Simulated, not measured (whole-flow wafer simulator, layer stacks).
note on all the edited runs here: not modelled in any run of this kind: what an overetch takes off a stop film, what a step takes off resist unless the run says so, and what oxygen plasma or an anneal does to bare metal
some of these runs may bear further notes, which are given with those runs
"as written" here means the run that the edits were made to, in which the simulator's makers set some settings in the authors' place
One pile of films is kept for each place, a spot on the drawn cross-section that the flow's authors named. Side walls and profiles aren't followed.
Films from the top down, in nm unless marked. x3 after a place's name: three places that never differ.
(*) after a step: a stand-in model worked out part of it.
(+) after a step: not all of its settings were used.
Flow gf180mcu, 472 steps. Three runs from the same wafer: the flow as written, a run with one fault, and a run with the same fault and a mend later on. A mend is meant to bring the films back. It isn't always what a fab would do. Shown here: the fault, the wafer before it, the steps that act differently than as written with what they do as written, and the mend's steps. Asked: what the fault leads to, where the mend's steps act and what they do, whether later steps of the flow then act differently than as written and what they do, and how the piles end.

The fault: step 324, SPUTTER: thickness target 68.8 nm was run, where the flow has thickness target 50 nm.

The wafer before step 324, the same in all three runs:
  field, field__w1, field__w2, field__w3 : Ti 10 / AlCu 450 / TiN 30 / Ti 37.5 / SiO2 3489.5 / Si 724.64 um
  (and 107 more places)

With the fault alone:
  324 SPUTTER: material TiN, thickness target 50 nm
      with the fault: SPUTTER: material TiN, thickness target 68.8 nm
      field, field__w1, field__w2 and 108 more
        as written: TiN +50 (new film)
        with the fault: TiN +68.8 (new film)
  Later steps of the flow that act differently than as written (3 more steps differ only slightly, by at most 2% or 0.5 nm, whichever is larger, and aren't shown):
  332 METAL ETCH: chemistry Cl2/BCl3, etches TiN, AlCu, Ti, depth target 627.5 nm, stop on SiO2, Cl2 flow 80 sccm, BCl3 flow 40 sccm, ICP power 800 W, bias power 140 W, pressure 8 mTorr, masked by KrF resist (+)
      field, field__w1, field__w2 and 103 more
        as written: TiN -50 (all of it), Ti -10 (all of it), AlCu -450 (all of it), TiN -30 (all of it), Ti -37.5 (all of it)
        with the fault: TiN -68.8 (all of it), Ti -10 (all of it), AlCu -450 (all of it), TiN -30 (all of it), Ti -37.5 (all of it)
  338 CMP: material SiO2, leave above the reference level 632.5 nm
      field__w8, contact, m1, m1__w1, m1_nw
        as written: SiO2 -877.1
        with the fault: SiO2 -895.9
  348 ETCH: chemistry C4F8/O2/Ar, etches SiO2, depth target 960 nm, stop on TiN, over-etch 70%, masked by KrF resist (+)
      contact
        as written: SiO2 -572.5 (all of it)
        with the fault: SiO2 -553.7 (all of it)
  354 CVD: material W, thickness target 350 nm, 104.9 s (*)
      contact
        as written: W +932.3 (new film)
        with the fault: W +913.3 (new film)
  At the end the piles differ from the flow's by more than 2% or 0.5 nm, whichever is larger, at field__w8, contact, m1, m1__w1, m1_nw.
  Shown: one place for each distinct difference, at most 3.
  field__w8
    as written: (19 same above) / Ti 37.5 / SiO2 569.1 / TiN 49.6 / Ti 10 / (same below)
    with the fault: (19 same above) / Ti 37.5 / SiO2 550.3 / TiN 68.4 / Ti 10 / (same below)
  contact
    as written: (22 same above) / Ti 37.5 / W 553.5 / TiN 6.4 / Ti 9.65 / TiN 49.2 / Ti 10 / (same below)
    with the fault: (22 same above) / Ti 37.5 / W 534.5 / TiN 6.47 / Ti 9.76 / TiN 68 / Ti 10 / (same below)

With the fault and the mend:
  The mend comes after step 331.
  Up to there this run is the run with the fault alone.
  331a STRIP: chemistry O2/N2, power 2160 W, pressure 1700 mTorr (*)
      field__w8, contact, m1, m1__w1, m1_nw
        KrF resist -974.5 (all of it)
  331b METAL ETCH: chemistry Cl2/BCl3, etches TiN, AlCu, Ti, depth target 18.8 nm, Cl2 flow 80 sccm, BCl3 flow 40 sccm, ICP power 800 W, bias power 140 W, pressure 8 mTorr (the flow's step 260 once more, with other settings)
      field, field__w1, field__w2 and 108 more
        TiN -18.8
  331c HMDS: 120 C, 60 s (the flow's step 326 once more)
      changes no film at any place that is followed
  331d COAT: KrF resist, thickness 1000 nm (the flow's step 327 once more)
      field, field__w1, field__w2 and 108 more
        KrF resist +1000 (new film)
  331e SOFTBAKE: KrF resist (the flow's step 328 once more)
      changes no film at any place that is followed
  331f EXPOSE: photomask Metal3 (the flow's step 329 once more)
      changes no film at any place that is followed
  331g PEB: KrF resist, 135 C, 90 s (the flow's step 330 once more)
      field, field__w1, field__w2 and 108 more
        KrF resist -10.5
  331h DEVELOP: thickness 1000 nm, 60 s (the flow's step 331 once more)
      field, field__w1, field__w2 and 103 more
        KrF resist -989.5 (all of it)
      field__w8, contact, m1, m1__w1, m1_nw
        KrF resist -14.9
  No later step of the flow acts differently than as written at any place that is followed.
  At the end the piles are the same as the flow's at every place that both follow.
